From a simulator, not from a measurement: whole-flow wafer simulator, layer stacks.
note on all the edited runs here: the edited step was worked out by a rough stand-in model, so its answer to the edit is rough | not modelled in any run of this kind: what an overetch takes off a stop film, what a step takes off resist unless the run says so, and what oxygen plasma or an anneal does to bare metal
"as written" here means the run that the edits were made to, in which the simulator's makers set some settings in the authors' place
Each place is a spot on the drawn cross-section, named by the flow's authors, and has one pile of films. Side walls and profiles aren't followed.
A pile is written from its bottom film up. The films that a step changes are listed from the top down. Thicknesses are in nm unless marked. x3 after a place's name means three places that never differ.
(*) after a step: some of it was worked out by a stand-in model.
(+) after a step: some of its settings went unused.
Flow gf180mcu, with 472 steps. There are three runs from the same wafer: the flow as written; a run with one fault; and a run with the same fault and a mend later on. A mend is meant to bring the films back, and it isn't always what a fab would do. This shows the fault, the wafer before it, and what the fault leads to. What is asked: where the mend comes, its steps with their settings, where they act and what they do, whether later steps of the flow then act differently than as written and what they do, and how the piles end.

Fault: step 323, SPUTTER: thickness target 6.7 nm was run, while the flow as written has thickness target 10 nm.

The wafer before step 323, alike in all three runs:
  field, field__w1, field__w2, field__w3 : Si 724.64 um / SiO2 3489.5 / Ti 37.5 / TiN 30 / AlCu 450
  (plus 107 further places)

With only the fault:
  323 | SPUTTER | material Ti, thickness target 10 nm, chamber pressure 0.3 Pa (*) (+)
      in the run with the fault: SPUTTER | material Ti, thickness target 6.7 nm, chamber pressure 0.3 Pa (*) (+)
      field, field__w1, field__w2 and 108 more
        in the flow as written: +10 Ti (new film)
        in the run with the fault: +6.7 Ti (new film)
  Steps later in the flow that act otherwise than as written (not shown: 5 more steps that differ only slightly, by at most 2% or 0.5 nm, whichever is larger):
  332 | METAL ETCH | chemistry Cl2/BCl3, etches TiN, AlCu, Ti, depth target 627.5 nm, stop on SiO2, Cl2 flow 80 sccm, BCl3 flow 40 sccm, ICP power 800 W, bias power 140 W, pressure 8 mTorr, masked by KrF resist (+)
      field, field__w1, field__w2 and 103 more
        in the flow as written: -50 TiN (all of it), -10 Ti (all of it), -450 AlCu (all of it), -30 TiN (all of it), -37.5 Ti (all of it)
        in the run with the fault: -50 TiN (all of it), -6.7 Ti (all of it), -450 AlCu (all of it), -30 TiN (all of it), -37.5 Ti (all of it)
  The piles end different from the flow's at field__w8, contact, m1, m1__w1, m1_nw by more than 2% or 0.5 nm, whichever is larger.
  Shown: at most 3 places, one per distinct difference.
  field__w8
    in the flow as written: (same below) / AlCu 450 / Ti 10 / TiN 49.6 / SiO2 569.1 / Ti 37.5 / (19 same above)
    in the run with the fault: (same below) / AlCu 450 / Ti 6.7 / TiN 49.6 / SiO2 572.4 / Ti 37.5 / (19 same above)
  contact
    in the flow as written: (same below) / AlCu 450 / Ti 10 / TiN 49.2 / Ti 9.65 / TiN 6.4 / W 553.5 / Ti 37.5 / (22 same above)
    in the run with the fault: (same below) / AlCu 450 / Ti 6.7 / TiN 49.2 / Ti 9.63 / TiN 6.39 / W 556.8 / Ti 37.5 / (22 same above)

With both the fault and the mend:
  The mend follows step 323.
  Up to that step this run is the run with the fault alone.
  323a | SPUTTER | material Ti, thickness target 3.3 nm, chamber pressure 0.3 Pa (*) (+) (a further turn of the flow's step 323, with different settings)
      field, field__w1, field__w2 and 108 more
        +3.3 Ti
  Every later step of the flow that is run acts as written at every place that is followed.
  By the end, the piles equal the flow's at every place that both follow.
